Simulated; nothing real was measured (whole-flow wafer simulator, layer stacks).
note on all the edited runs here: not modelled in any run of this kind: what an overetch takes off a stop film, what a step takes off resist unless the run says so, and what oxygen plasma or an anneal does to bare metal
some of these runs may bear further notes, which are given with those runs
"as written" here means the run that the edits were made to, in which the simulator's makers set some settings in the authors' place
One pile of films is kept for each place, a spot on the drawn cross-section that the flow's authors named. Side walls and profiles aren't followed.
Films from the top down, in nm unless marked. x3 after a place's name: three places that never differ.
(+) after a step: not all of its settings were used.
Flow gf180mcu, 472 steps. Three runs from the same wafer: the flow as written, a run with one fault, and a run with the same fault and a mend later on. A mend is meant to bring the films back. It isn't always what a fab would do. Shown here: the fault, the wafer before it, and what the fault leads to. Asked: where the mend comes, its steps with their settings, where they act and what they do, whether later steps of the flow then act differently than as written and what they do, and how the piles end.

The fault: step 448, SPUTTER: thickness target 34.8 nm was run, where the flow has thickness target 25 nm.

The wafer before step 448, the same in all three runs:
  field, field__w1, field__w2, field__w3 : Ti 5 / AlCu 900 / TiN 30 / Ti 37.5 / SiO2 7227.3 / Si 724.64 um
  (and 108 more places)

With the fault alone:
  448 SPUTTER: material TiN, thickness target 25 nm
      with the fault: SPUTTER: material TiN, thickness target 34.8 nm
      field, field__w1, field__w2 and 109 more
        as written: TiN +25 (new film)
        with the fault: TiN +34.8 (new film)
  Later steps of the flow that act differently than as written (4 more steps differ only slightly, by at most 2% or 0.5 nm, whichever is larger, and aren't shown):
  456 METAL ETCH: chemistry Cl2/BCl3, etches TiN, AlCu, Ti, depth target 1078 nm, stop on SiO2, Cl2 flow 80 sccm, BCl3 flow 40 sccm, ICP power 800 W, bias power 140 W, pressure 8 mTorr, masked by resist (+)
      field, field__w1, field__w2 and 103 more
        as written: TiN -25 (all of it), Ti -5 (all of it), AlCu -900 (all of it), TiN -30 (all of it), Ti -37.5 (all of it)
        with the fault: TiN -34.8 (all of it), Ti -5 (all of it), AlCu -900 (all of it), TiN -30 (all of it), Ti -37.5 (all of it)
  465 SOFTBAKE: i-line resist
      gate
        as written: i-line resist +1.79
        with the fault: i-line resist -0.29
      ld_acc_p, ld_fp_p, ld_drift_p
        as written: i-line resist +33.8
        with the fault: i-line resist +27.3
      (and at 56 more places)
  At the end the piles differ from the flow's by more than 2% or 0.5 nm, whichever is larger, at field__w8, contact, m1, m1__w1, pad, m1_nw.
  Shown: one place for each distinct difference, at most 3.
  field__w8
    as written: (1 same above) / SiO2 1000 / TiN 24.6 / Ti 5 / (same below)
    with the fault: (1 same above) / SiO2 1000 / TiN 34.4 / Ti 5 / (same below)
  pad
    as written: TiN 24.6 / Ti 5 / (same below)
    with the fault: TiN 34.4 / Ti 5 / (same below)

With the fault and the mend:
  The mend comes after step 448.
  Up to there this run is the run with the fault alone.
  448a METAL ETCH: chemistry Cl2/BCl3, etches TiN, AlCu, Ti, depth target 9.8 nm, Cl2 flow 80 sccm, BCl3 flow 40 sccm, ICP power 800 W, bias power 140 W, pressure 8 mTorr (the flow's step 260 once more, with other settings)
      field, field__w1, field__w2 and 109 more
        TiN -9.8
  No later step of the flow acts differently than as written at any place that is followed.
  At the end the piles are the same as the flow's at every place that both follow.
